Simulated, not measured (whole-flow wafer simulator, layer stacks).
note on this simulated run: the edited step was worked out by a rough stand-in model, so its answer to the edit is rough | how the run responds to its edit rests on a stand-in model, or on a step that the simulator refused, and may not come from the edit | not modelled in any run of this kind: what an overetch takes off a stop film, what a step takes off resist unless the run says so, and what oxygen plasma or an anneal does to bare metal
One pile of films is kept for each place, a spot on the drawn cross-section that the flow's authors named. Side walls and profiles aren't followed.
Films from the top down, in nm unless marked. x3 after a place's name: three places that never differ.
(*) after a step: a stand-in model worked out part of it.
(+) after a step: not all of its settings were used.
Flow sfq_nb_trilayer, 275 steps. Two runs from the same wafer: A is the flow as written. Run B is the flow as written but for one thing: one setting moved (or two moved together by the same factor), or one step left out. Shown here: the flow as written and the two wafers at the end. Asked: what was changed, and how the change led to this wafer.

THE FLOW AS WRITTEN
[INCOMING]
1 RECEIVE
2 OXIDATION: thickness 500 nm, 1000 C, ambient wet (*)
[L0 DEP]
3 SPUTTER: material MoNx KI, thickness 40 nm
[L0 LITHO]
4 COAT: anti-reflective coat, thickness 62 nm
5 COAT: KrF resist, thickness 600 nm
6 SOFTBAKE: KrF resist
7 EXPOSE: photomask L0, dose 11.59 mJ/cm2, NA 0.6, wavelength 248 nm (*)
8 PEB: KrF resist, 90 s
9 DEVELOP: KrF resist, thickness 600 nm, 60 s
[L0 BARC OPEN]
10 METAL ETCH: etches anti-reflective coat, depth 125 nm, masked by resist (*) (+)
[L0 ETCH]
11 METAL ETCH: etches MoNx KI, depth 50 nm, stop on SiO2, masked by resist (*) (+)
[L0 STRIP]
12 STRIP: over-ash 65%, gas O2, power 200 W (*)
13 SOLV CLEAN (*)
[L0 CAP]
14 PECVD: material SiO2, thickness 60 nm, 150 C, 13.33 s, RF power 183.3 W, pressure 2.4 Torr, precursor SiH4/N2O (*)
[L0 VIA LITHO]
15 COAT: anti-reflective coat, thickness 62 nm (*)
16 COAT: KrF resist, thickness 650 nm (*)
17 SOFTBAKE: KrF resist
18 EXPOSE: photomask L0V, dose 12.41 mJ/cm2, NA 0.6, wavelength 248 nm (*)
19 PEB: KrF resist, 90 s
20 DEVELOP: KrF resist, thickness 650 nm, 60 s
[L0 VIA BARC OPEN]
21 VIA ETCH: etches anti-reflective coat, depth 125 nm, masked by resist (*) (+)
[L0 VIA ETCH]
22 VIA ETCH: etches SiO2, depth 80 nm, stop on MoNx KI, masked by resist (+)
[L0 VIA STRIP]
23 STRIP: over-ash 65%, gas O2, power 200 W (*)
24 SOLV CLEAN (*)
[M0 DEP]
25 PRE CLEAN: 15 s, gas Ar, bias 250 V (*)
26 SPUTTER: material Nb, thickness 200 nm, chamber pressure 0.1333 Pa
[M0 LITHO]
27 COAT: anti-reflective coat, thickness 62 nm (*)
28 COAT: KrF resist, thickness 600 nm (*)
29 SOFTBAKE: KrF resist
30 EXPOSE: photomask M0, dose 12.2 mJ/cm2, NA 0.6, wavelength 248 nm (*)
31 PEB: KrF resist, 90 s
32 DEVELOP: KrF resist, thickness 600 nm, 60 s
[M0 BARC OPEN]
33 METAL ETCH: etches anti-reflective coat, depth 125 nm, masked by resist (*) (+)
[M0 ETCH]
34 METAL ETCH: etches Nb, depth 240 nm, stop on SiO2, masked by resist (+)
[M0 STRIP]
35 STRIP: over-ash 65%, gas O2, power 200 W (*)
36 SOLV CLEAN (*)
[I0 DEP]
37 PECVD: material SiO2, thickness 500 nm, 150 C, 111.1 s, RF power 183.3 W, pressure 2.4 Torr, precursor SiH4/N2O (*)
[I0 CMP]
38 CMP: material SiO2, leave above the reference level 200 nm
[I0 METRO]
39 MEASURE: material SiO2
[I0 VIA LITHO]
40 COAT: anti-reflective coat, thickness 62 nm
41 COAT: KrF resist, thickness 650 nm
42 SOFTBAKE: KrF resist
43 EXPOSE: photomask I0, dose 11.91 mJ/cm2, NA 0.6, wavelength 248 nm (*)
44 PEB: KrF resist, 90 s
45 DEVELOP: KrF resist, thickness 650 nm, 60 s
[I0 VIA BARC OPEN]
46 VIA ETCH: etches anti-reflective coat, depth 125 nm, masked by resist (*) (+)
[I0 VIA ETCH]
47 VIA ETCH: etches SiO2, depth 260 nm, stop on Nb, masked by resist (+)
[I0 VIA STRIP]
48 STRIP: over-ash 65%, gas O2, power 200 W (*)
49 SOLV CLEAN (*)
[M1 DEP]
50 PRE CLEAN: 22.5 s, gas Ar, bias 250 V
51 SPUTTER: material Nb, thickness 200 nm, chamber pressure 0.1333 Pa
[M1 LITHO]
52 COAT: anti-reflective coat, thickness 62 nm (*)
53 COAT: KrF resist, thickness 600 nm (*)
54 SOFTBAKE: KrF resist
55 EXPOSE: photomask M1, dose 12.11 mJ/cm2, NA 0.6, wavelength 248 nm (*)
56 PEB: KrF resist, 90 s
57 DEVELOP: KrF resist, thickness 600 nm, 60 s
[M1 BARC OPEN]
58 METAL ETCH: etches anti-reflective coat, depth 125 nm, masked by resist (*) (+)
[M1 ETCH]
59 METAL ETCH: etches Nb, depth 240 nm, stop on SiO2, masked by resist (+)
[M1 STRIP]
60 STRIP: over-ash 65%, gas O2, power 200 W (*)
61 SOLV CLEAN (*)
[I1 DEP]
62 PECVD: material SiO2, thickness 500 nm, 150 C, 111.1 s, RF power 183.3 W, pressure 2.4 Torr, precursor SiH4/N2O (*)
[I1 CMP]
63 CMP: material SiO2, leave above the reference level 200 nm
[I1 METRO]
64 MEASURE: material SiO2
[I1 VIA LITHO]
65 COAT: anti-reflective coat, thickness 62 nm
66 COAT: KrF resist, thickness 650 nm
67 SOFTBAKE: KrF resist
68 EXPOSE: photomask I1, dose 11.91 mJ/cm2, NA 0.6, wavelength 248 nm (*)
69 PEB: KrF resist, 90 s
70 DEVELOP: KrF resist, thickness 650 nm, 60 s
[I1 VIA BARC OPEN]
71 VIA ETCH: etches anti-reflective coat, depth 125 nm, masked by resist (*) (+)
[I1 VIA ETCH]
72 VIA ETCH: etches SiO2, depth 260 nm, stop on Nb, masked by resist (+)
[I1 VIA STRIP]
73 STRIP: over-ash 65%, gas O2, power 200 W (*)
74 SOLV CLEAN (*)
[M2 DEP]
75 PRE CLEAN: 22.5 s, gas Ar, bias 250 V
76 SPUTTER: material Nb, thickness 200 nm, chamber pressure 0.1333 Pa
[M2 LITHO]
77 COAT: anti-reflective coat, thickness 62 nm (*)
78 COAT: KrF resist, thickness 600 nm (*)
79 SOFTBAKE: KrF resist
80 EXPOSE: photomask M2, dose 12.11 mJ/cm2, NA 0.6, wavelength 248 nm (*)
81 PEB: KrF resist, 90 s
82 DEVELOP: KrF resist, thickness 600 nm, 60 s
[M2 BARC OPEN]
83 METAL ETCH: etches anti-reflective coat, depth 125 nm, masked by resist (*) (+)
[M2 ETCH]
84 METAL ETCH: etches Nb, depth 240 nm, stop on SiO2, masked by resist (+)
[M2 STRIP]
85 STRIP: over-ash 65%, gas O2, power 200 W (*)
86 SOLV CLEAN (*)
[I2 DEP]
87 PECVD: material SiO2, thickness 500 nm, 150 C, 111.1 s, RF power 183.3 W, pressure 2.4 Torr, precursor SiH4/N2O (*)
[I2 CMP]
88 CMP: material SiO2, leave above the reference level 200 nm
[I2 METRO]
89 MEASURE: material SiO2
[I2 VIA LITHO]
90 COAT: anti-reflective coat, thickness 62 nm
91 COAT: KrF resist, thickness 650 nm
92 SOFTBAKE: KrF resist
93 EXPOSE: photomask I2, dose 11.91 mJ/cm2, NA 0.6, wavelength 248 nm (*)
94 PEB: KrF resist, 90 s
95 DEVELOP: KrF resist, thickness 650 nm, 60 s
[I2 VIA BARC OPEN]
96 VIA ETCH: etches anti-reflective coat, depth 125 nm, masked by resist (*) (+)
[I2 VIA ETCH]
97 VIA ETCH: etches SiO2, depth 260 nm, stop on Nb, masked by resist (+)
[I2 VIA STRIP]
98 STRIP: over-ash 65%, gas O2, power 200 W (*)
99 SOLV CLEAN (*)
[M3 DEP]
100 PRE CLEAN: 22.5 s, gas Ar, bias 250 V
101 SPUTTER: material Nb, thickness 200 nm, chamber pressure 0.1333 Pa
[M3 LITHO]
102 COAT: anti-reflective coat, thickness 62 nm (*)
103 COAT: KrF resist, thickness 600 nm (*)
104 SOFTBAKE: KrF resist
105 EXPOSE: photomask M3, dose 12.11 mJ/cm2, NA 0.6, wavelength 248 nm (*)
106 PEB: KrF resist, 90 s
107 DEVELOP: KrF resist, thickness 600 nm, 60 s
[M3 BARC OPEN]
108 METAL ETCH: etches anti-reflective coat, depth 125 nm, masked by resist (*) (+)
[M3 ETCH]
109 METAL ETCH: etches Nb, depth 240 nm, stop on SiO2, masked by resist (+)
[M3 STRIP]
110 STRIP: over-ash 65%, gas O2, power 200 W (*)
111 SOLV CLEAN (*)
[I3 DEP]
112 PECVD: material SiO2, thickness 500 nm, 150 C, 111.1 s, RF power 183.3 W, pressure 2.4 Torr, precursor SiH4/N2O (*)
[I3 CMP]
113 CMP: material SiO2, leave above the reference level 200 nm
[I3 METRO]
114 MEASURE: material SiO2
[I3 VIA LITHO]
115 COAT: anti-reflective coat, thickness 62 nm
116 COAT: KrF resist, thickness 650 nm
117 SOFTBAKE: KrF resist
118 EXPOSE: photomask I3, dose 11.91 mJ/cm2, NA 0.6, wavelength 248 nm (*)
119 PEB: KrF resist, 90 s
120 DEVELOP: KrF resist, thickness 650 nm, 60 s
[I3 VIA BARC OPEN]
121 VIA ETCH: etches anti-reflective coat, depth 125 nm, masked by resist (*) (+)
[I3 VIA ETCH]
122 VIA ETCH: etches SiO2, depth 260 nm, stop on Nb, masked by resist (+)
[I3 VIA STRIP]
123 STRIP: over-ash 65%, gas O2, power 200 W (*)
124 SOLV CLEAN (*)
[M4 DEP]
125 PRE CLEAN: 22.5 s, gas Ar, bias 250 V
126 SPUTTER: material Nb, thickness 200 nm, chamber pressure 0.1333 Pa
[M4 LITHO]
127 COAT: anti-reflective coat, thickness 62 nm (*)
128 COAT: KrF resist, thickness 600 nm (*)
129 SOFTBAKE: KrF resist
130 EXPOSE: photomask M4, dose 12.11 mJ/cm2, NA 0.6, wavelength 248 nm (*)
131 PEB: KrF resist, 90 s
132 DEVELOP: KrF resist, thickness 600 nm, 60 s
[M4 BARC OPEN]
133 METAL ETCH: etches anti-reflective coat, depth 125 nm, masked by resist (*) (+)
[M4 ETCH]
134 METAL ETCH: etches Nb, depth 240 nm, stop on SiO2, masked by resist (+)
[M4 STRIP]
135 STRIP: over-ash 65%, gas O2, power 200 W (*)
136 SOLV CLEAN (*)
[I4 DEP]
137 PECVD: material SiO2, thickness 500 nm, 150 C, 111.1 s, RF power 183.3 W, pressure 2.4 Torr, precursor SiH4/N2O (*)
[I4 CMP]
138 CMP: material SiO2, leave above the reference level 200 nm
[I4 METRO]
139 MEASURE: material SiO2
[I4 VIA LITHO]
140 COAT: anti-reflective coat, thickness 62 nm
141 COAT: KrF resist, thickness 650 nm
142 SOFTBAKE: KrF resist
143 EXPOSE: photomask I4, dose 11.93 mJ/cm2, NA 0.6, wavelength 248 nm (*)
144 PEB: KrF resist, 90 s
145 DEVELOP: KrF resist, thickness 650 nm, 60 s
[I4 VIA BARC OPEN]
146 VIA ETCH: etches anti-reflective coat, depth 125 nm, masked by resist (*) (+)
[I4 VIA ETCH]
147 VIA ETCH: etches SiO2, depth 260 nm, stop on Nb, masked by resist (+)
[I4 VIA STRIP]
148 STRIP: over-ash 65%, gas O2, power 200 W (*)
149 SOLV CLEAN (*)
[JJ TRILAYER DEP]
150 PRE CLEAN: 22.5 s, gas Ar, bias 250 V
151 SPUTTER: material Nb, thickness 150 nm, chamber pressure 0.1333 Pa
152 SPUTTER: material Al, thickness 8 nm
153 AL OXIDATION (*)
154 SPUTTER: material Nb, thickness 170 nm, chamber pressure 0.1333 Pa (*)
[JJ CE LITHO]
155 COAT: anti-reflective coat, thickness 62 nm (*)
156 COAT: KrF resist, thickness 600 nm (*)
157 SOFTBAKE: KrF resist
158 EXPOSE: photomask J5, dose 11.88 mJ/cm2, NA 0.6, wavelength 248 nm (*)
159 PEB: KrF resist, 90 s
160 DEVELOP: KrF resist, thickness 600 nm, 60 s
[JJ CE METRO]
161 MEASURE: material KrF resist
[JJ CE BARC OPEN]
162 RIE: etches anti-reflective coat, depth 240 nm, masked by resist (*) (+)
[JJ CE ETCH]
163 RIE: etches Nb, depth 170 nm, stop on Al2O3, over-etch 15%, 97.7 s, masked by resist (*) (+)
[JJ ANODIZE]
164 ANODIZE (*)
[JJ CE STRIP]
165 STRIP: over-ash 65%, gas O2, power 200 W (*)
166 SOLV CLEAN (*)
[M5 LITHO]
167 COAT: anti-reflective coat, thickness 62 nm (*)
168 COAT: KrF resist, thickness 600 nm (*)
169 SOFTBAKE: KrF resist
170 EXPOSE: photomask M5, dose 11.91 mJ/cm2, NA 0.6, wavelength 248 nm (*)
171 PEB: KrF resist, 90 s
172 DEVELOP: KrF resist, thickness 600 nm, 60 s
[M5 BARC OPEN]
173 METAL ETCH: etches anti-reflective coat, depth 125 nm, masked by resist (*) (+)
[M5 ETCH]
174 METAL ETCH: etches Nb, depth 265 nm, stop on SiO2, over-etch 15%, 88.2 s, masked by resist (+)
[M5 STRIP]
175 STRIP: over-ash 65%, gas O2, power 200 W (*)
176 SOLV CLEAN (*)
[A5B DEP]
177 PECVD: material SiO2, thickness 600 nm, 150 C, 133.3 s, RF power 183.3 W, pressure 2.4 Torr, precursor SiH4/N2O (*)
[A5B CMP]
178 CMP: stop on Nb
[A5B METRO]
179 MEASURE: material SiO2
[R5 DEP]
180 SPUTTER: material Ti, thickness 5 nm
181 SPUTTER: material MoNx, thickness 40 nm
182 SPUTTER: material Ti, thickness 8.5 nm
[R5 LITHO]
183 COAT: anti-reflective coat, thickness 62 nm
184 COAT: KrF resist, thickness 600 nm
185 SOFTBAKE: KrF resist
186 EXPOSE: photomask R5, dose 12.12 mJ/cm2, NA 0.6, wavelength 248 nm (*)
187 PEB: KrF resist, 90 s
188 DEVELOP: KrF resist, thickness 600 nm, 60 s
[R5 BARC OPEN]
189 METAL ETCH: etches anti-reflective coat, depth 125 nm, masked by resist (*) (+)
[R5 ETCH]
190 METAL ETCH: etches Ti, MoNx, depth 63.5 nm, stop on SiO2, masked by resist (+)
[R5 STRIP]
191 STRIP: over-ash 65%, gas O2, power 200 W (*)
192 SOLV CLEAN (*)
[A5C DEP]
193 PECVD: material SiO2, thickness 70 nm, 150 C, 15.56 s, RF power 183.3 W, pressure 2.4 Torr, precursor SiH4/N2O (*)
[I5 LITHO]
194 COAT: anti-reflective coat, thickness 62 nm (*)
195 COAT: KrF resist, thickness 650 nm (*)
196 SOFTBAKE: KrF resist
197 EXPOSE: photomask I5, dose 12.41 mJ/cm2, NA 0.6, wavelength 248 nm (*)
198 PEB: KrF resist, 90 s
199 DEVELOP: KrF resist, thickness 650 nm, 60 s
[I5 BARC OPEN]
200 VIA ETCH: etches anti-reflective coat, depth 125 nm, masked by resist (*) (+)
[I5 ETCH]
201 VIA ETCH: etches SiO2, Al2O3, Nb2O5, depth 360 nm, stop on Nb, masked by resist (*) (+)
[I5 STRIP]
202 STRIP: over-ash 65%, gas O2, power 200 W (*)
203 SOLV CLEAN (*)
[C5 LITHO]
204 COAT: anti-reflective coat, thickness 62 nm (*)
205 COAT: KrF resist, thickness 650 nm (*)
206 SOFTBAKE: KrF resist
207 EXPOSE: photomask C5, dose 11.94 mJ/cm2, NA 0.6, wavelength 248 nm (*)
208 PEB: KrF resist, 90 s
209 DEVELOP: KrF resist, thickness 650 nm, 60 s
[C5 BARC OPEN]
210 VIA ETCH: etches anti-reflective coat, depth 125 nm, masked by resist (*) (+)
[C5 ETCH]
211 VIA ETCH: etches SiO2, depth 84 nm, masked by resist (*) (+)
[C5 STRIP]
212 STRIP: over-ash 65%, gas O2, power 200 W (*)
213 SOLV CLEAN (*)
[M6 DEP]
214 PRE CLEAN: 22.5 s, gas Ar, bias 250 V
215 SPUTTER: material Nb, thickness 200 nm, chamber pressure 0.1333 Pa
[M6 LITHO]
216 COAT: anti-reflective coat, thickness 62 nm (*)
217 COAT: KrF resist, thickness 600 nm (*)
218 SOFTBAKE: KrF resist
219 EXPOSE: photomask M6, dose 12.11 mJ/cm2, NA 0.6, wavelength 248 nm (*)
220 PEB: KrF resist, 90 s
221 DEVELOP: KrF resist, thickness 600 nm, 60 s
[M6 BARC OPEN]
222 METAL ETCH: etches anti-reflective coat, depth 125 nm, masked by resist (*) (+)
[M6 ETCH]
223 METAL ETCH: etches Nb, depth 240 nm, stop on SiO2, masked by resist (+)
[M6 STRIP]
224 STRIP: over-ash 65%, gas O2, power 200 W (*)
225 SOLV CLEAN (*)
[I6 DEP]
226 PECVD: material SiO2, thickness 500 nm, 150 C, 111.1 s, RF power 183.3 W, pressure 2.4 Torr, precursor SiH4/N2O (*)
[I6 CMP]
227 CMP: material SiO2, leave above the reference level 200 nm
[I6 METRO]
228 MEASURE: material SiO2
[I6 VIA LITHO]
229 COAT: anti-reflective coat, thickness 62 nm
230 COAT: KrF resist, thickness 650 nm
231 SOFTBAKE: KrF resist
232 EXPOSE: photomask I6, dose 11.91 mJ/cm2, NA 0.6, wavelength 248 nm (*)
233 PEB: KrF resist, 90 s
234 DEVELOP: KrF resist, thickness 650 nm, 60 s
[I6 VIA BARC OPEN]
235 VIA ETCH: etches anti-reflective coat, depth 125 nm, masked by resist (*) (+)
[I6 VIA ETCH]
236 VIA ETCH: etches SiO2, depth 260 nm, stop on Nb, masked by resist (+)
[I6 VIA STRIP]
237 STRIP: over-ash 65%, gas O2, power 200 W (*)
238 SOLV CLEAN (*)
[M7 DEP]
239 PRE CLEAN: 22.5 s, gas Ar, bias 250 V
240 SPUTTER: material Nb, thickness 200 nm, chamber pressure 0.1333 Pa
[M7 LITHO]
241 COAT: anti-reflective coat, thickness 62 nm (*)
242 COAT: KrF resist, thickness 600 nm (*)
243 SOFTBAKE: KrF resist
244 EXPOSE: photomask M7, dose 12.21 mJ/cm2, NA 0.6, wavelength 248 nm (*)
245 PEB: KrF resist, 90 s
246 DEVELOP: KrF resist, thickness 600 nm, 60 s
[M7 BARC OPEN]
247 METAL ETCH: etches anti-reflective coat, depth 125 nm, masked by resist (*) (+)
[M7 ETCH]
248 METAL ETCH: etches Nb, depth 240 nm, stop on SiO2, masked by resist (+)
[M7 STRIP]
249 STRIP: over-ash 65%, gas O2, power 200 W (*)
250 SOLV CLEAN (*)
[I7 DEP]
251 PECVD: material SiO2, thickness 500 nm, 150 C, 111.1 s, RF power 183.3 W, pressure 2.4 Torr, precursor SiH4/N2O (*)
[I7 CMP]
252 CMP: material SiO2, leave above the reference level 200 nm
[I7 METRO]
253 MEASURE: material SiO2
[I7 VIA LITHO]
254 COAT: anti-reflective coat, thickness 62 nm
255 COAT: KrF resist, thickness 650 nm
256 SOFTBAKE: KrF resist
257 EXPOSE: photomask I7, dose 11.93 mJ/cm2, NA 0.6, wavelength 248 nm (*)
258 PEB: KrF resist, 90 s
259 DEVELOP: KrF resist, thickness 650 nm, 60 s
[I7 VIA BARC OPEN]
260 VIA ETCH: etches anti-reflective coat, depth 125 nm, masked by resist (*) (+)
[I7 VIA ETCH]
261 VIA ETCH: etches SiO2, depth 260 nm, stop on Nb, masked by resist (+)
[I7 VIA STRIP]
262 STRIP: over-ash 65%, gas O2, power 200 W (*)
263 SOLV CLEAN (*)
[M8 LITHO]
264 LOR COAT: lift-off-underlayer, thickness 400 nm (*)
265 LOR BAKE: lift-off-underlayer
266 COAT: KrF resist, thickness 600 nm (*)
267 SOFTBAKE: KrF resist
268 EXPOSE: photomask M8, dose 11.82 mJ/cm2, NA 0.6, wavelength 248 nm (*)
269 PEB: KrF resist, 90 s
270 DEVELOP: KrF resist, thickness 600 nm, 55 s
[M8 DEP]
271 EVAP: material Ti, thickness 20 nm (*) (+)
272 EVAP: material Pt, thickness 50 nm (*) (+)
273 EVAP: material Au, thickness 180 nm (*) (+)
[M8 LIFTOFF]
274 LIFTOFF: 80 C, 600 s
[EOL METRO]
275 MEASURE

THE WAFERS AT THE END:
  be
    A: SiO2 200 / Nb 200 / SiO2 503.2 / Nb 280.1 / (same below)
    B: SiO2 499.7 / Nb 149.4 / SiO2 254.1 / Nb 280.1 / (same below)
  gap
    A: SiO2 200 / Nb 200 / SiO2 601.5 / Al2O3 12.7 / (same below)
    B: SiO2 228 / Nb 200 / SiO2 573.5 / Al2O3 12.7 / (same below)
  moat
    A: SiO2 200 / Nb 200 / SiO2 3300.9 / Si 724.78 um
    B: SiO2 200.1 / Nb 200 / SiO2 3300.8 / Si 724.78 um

The cause: step 226, PECVD: thickness 405 nm was run, where the flow has thickness 500 nm; step 226, PECVD: 90 s was run, where the flow has 111.1 s.

How the change led to this, step by step:
  226 PECVD: material SiO2, thickness 500 nm, 150 C, 111.1 s, RF power 183.3 W, pressure 2.4 Torr, precursor SiH4/N2O (*)
      field_l, p4_fl x3, p4_w1 x3 and 58 more: A SiO2 +500 | B SiO2 +405
      v_sur, via_wl, via_w and 21 more: A SiO2 +500 (new film) | B SiO2 +405 (new film)
      (and at 17 more places)
  227 CMP: material SiO2, leave above the reference level 200 nm
      moat, field_r, lsp_l, ln_m5, lsp_m: A SiO2 -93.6 | B nothing
      lsp_r, l0_sur, l0v: A SiO2 -91.9 | B nothing
      (and at 98 more places)
  229 COAT: anti-reflective coat, thickness 62 nm
      wire: A anti-reflective coat +62 (new film) | B anti-reflective coat +53.1 (new film)
      be: A anti-reflective coat +62 (new film) | B anti-reflective coat +157.2 (new film)
      (and at 3 more places)
  230 COAT: KrF resist, thickness 650 nm
      be: A KrF resist +650 (new film) | B KrF resist +776.5 (new film)
  237 STRIP: over-ash 65%, gas O2, power 200 W (*)
      wire: A KrF resist -528.6 (all of it), anti-reflective coat -62 (all of it) | B KrF resist -520.5 (all of it), anti-reflective coat -53.1 (all of it)
      be: A KrF resist -528.6 (all of it), anti-reflective coat -62 (all of it) | B KrF resist -655.4 (all of it), anti-reflective coat -157.2 (all of it)
      (and at 3 more places)
  240 SPUTTER: material Nb, thickness 200 nm, chamber pressure 0.1333 Pa
      be: A Nb +200 (new film) | B Nb +149.4 (new film)
  241 COAT: anti-reflective coat, thickness 62 nm (*)
      wire: A anti-reflective coat +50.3 (new film) | B anti-reflective coat +46.7 (new film)
      be: A anti-reflective coat +60.9 (new film) | B anti-reflective coat +197.9 (new film)
      (and at 3 more places)
  242 COAT: KrF resist, thickness 600 nm (*)
      wire: A KrF resist +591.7 (new film) | B KrF resist +577 (new film)
      be: A KrF resist +592.4 (new film) | B KrF resist +724.7 (new film)
  249 STRIP: over-ash 65%, gas O2, power 200 W (*)
      wire: A KrF resist -374.1 (all of it), anti-reflective coat -50.3 (all of it) | B KrF resist -359.5 (all of it), anti-reflective coat -46.7 (all of it)
      be: A KrF resist -374.8 (all of it), anti-reflective coat -60.9 (all of it) | B KrF resist -506.8 (all of it), anti-reflective coat -197.9 (all of it)
      (and at 3 more places)
  251 PECVD: material SiO2, thickness 500 nm, 150 C, 111.1 s, RF power 183.3 W, pressure 2.4 Torr, precursor SiH4/N2O (*)
      be: A SiO2 +500 (new film) | B SiO2 +656.8 (new film)
  252 CMP: material SiO2, leave above the reference level 200 nm
      be: A SiO2 -300 | B SiO2 -157.1
      gap: A SiO2 -300 | B SiO2 -272
